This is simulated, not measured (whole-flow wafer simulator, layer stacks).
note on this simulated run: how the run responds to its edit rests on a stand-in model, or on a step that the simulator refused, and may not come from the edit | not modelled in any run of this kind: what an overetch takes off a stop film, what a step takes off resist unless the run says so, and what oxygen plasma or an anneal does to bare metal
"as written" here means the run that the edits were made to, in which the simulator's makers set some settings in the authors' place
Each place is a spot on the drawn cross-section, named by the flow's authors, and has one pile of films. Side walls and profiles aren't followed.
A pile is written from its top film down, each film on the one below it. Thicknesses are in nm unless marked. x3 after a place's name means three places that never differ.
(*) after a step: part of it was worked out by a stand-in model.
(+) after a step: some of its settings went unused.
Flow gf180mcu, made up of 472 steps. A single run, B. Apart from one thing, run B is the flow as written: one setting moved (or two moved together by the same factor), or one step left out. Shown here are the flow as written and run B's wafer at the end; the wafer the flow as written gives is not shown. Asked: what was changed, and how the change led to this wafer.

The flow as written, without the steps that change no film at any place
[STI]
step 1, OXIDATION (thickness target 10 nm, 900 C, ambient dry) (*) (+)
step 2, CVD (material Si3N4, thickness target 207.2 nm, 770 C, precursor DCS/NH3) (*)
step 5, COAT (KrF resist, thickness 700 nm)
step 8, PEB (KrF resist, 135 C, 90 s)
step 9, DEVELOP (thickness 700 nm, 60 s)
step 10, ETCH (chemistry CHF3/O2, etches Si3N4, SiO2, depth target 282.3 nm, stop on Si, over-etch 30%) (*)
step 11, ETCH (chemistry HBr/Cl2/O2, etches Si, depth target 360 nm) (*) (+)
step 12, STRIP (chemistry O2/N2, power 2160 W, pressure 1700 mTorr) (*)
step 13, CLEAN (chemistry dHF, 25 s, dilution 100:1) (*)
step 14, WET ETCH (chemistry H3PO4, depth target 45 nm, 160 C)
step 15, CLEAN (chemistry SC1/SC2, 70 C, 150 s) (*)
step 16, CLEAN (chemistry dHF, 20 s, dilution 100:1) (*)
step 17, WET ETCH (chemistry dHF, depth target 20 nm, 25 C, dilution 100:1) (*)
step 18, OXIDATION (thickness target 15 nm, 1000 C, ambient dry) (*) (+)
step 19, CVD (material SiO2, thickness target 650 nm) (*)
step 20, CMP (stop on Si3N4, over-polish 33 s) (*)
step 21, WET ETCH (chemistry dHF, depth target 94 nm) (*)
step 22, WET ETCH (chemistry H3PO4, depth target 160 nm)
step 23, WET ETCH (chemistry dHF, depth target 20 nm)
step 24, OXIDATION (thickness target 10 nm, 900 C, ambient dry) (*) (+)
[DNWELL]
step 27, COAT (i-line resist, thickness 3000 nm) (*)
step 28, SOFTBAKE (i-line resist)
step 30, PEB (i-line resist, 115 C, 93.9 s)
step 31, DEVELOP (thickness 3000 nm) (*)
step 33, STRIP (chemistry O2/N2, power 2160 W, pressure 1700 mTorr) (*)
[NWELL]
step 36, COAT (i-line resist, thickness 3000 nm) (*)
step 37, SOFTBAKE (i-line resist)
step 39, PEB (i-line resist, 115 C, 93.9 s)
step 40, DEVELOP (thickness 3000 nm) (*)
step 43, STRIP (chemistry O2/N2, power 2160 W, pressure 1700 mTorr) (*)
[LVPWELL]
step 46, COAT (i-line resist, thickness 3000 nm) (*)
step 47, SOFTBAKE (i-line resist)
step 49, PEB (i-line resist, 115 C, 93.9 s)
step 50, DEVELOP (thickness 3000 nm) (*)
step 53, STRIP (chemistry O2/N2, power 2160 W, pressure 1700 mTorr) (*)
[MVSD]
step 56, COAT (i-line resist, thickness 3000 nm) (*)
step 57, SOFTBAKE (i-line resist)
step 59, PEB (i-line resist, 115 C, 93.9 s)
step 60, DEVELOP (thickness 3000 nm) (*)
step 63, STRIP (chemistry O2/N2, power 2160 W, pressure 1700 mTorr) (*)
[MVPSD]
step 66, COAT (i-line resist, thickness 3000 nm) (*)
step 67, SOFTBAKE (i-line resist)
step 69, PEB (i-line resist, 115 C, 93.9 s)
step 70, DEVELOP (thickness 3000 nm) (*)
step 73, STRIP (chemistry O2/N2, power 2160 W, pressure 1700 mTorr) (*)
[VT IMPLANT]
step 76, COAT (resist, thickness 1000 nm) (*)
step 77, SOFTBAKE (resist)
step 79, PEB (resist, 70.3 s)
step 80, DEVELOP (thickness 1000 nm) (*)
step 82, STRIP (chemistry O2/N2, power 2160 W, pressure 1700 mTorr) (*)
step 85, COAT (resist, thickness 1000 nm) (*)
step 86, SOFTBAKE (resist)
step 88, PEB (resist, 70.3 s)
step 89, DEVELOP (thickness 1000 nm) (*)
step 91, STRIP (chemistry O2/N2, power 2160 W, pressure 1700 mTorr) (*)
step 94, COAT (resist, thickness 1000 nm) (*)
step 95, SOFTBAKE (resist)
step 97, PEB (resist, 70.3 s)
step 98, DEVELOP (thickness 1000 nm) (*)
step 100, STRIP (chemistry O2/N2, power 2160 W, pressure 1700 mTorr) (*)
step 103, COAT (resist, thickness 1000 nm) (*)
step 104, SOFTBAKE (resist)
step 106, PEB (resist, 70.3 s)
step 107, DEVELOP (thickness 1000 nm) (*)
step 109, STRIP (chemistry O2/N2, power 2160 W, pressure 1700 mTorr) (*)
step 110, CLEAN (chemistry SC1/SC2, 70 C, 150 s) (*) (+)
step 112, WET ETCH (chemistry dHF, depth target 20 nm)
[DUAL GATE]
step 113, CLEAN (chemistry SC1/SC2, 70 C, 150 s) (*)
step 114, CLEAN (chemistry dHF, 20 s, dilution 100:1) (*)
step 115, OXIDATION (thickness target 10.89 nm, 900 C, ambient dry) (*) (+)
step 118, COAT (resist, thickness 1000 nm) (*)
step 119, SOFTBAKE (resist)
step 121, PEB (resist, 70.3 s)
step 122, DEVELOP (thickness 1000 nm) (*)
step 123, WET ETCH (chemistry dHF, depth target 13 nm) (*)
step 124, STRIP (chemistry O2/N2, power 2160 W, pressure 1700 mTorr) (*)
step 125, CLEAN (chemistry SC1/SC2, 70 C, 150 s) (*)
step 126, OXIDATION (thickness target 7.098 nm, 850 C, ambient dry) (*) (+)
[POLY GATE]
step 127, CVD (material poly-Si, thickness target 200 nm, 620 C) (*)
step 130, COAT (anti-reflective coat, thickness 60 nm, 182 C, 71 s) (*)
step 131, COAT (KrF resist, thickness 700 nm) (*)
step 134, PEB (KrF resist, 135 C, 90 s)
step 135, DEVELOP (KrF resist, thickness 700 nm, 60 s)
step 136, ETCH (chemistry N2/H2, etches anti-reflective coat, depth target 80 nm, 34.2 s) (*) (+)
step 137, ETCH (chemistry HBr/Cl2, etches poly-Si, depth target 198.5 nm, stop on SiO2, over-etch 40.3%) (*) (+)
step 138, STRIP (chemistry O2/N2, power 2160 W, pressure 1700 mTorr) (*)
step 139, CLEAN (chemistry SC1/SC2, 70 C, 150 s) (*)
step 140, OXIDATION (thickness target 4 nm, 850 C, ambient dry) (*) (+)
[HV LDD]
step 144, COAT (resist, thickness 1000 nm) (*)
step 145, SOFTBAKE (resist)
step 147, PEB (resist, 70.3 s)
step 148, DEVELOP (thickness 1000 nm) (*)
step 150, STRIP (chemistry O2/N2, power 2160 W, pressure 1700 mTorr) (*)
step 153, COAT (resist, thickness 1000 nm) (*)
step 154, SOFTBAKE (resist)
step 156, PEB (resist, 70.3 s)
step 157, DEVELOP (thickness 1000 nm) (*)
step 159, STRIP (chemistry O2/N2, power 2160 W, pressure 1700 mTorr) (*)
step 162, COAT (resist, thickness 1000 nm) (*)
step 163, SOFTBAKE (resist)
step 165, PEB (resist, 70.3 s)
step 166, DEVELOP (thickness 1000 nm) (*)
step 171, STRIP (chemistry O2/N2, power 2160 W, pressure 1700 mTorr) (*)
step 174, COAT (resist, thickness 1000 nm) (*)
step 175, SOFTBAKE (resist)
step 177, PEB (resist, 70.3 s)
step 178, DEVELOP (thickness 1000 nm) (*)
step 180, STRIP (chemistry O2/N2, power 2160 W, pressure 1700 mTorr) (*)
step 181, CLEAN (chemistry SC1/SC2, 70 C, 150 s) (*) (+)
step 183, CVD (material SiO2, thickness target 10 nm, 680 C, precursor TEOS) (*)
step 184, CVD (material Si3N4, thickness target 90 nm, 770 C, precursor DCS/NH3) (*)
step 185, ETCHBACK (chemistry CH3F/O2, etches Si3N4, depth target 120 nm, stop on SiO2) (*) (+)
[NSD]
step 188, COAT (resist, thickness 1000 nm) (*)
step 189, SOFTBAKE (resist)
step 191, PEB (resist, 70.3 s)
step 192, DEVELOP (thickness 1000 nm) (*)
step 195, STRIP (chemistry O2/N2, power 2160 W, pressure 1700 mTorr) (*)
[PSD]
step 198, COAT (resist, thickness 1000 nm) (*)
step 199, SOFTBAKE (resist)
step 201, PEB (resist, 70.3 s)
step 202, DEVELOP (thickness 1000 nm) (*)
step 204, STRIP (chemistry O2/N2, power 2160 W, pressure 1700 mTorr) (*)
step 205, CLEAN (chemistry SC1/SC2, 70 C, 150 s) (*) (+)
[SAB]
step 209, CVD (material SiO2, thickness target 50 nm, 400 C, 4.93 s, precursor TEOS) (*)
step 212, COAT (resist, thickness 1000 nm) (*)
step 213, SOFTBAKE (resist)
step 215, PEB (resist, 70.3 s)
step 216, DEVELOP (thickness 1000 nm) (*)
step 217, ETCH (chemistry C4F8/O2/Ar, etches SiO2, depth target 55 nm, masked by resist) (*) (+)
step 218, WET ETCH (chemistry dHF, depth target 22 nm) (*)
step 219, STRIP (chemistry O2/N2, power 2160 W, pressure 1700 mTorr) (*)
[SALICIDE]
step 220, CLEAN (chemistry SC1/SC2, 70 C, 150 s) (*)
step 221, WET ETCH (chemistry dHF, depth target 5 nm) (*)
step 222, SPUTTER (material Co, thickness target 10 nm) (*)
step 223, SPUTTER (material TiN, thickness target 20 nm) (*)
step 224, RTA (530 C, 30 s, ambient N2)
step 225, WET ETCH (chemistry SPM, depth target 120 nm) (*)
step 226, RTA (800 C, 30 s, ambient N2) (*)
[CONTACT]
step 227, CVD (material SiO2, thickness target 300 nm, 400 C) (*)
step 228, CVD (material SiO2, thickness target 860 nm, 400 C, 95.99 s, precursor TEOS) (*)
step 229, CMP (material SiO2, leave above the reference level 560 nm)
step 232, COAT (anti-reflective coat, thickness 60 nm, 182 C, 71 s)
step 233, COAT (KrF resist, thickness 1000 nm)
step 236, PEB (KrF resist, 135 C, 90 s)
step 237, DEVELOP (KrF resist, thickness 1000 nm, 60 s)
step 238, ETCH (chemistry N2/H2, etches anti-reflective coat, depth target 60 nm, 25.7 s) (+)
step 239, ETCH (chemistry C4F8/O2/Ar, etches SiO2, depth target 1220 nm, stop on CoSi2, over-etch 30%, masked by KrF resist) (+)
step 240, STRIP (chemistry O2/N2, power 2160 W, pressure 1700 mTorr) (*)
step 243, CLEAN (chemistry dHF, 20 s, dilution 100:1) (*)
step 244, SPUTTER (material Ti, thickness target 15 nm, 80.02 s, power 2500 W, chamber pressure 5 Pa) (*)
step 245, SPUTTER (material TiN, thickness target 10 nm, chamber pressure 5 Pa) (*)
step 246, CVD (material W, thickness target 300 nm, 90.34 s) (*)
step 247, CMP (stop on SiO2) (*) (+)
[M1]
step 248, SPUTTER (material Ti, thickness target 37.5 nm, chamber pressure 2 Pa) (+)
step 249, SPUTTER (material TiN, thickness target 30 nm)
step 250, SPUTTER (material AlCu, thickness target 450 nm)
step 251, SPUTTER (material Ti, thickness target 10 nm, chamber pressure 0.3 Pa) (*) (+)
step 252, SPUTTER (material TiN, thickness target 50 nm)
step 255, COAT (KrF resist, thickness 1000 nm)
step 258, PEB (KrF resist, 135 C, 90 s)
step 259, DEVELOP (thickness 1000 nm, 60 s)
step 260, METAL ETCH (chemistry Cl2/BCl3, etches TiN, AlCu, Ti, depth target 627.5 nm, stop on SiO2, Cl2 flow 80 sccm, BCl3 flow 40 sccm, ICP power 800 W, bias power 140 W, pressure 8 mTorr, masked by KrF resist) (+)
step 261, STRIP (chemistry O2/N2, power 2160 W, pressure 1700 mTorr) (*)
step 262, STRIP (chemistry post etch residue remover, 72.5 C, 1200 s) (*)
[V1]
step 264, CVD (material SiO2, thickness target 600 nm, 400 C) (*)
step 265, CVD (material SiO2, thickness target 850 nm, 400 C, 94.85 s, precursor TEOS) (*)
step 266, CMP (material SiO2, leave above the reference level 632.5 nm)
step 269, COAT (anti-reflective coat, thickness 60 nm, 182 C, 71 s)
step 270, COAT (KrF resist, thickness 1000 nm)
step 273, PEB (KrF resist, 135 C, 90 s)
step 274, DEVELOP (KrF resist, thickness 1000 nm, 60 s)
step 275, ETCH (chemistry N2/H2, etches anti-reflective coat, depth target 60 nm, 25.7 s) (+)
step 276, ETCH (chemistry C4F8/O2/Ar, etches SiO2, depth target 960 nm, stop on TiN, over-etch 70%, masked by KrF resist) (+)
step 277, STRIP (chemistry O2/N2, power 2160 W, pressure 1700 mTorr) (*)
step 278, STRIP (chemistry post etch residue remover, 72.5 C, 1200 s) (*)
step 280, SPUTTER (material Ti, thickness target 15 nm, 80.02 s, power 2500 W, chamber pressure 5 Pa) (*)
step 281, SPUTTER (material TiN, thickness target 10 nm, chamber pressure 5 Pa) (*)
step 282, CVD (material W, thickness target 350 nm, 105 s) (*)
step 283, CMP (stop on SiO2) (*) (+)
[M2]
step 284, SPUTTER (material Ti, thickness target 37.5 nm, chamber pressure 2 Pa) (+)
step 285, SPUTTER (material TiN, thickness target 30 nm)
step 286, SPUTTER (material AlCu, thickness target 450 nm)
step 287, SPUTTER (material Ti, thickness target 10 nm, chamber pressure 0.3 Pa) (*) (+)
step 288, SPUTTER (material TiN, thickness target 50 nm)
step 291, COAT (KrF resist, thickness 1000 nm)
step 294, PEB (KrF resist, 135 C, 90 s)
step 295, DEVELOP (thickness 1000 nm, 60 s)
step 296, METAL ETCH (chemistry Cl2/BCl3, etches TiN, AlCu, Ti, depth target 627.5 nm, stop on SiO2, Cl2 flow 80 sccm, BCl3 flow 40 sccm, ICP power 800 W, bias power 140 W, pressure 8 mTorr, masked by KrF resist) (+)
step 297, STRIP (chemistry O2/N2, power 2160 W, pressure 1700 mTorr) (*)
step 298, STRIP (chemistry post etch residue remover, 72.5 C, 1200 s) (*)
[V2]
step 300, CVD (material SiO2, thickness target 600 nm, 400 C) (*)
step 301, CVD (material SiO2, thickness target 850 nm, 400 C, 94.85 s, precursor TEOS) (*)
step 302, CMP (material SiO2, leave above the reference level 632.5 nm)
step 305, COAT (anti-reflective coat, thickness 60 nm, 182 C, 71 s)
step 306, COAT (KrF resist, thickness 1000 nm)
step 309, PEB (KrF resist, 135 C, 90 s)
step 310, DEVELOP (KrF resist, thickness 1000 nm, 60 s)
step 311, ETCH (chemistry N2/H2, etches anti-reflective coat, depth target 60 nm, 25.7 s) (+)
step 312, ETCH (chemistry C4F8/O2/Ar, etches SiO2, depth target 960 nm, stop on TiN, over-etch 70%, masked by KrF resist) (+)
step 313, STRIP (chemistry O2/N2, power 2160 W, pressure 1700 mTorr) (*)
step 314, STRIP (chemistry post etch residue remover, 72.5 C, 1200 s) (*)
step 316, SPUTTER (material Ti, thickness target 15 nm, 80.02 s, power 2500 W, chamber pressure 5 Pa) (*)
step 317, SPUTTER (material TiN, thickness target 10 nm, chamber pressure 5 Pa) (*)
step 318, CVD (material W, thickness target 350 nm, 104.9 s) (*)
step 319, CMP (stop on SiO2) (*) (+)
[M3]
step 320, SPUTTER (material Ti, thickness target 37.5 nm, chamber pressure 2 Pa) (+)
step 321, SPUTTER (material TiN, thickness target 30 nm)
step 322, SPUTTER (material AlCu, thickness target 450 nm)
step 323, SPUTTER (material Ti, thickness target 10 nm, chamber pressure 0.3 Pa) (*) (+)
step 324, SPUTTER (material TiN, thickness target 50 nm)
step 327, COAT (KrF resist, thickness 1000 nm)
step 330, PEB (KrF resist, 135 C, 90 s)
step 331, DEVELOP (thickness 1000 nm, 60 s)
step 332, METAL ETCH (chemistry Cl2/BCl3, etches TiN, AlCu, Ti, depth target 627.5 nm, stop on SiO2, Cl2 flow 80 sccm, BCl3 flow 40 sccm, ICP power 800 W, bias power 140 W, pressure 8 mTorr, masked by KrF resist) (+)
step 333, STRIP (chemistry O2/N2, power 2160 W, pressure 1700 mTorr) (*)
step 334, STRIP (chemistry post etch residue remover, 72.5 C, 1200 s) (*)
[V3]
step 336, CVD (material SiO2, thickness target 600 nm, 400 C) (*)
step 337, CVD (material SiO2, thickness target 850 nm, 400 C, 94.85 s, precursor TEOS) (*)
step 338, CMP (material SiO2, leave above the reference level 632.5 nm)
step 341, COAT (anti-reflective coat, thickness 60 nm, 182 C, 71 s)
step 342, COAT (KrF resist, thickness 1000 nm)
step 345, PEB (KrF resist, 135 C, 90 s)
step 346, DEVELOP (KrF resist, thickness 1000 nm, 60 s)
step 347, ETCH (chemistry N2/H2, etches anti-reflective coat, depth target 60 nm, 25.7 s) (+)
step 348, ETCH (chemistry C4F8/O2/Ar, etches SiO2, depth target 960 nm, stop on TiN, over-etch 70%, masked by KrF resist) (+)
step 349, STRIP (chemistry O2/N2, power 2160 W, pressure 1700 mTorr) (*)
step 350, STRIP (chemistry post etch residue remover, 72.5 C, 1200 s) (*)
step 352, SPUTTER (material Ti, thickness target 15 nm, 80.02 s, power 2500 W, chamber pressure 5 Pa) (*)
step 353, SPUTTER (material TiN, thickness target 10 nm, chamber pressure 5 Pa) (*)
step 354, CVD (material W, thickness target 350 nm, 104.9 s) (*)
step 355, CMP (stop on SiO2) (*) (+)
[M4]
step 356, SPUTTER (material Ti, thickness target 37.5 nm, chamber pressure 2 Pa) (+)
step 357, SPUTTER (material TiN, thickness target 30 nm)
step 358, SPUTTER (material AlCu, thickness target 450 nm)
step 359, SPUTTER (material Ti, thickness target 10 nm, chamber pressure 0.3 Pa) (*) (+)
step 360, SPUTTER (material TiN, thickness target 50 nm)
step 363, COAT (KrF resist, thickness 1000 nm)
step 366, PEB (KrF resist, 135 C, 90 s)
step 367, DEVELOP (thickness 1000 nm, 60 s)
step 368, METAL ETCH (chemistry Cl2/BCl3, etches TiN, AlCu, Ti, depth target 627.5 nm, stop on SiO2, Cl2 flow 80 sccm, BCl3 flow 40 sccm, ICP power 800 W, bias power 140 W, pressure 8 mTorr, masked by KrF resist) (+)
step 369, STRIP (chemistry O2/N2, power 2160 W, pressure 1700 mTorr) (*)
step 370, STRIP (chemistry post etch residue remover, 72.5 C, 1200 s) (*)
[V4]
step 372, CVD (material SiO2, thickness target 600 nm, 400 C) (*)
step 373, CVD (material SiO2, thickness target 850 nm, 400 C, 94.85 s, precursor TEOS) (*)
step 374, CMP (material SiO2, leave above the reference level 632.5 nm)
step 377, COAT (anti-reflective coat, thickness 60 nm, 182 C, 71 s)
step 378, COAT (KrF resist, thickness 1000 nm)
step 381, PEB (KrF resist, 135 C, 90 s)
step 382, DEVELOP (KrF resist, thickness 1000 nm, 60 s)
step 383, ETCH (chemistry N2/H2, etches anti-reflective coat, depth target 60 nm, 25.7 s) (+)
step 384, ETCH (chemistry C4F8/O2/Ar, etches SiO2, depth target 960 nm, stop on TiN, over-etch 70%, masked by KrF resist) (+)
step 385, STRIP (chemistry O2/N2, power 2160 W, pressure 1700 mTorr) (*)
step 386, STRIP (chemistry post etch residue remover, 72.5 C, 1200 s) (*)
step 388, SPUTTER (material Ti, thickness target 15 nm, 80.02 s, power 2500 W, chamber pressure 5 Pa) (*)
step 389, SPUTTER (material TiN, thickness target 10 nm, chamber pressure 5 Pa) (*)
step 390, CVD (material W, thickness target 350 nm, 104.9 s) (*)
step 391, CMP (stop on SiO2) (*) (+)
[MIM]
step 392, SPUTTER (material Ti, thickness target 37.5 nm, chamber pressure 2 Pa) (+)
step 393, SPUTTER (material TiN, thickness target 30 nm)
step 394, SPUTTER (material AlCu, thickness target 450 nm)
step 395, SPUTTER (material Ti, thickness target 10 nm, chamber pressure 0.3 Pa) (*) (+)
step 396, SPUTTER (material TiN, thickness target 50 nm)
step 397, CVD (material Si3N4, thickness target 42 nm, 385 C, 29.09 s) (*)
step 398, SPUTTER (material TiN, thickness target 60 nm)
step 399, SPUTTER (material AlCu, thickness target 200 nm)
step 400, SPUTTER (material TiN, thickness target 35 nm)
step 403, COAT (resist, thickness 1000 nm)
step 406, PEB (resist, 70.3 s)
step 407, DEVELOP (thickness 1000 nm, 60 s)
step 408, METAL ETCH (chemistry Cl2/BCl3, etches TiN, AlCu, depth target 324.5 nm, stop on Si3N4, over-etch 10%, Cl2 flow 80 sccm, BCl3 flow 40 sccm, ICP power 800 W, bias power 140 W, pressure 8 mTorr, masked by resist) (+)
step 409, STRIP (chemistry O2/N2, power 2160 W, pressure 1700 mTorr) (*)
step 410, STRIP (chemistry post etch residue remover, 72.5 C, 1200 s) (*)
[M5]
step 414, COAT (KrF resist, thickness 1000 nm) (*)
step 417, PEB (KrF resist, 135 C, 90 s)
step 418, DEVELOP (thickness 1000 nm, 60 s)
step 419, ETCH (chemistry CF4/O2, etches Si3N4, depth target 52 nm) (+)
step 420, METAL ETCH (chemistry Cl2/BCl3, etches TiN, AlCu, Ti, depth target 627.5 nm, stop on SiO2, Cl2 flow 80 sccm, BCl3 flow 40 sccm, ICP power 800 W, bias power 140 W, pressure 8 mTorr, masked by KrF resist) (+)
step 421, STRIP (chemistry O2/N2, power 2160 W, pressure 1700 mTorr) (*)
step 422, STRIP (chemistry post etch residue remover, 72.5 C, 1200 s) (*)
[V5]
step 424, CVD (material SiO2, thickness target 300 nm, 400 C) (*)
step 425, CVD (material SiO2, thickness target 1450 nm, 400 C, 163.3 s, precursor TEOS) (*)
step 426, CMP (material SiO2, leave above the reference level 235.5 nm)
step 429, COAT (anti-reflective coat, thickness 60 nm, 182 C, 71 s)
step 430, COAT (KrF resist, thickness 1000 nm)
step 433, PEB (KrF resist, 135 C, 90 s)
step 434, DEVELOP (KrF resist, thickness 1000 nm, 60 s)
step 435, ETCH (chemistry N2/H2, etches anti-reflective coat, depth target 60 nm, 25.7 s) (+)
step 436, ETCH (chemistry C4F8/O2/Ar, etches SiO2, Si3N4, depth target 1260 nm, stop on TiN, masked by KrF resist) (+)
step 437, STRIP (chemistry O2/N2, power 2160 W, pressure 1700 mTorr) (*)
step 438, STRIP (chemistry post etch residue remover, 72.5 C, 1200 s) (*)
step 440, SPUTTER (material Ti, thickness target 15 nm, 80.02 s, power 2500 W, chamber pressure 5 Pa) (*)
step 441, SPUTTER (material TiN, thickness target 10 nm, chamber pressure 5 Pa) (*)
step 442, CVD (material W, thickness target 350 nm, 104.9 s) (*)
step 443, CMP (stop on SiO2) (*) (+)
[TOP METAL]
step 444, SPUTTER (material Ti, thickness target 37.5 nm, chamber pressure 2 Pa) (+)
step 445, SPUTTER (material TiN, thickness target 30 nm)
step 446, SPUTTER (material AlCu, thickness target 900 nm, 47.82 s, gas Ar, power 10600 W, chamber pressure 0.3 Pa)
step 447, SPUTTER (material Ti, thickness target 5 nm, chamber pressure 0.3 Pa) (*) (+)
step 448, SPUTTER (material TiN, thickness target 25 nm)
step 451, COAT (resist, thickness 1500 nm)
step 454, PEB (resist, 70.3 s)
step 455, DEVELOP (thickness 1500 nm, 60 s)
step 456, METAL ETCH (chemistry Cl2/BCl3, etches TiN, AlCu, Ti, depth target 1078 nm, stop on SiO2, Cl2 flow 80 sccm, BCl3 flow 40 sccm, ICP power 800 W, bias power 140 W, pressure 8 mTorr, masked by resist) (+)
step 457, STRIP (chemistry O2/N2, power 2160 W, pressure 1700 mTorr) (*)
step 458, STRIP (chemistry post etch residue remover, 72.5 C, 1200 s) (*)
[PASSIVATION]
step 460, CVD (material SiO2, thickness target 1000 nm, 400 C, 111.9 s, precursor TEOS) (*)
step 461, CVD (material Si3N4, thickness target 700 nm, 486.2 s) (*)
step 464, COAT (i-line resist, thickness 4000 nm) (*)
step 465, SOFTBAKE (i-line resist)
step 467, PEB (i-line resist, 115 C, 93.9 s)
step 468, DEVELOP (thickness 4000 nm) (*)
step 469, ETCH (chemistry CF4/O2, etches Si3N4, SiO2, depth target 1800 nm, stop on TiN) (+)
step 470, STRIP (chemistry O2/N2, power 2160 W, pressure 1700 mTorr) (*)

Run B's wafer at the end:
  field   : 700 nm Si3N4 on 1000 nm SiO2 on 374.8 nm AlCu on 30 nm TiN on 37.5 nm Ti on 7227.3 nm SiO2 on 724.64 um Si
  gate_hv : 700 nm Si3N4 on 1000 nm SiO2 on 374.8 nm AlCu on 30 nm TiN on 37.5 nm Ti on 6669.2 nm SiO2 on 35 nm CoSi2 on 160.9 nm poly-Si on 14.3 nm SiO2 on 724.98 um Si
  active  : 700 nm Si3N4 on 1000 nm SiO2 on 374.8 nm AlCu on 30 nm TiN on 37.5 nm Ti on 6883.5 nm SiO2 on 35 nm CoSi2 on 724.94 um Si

What caused this: step 456, METAL ETCH: depth target 549.5 nm was run, though the flow has depth target 1078 nm.

How this came from the change, step by step:
  step 456, METAL ETCH (chemistry Cl2/BCl3, etches TiN, AlCu, Ti, depth target 1078 nm, stop on SiO2, Cl2 flow 80 sccm, BCl3 flow 40 sccm, ICP power 800 W, bias power 140 W, pressure 8 mTorr, masked by resist) (+)
      field, field__w1, field__w2 and 103 more: TiN loses 25 (all of it), Ti loses 5 (all of it), AlCu loses 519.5 (as written it would have been: TiN loses 25 (all of it), Ti loses 5 (all of it), AlCu loses 900 (all of it), TiN loses 30 (all of it), Ti loses 37.5 (all of it))
      field__w8, contact, m1, m1__w1, pad, m1_nw: resist loses 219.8 (as written it would have been: resist loses 431)
  step 457, STRIP (chemistry O2/N2, power 2160 W, pressure 1700 mTorr) (*)
      field__w8, contact, m1, m1__w1, pad, m1_nw: resist loses 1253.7 (all of it) (as written it would have been: resist loses 1042.5 (all of it))
  step 458, STRIP (chemistry post etch residue remover, 72.5 C, 1200 s) (*)
      field, field__w1, field__w2 and 103 more: AlCu loses 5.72 (as written it would have been: nothing)
  step 460, CVD (material SiO2, thickness target 1000 nm, 400 C, 111.9 s, precursor TEOS) (*)
      field, field__w1, field__w2 and 103 more: SiO2 gains 1000 (new film) (as written it would have been: SiO2 gains 1000)
  step 464, COAT (i-line resist, thickness 4000 nm) (*)
      field: i-line resist gains 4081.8 (new film) (as written it would have been: i-line resist gains 4171.5 (new film))
      field__w8: i-line resist gains 3488.7 (new film) (as written it would have been: i-line resist gains 3093.1 (new film))
      (as well as at 7 more places)
  step 465, SOFTBAKE (i-line resist)
      gate: i-line resist loses 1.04 (as written it would have been: i-line resist gains 1.79)
      field__w11, field__w13: i-line resist gains 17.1 (as written it would have been: i-line resist gains 37.6)
      (as well as at 66 more places)
  step 467, PEB (i-line resist, 115 C, 93.9 s)
      field__w8, m1__w1: i-line resist loses 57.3 (as written it would have been: i-line resist loses 49.2)
      contact, m1: i-line resist loses 57.5 (as written it would have been: i-line resist loses 49.6)
      (as well as at 2 more places)
  step 468, DEVELOP (thickness 4000 nm) (*)
      pad: i-line resist loses 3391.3 (all of it) (as written it would have been: i-line resist loses 2960.4 (all of it))
  step 470, STRIP (chemistry O2/N2, power 2160 W, pressure 1700 mTorr) (*)
      field__w8, m1__w1: i-line resist loses 2199.9 (all of it) (as written it would have been: i-line resist loses 1775.9 (all of it))
      contact: i-line resist loses 2209.5 (all of it) (as written it would have been: i-line resist loses 1798.3 (all of it))
      (as well as at 2 more places)
If metal films that touch count as one body, field has 1 body; the flow as written gives 0 bodies.
If metal films that touch count as one body, gate_hv has 2 bodies (between them, from the top down: SiO2 6669.2); the flow as written gives 1 body.
If metal films that touch count as one body, active has 2 bodies (between them, from the top down: SiO2 6883.5); the flow as written gives 1 body.
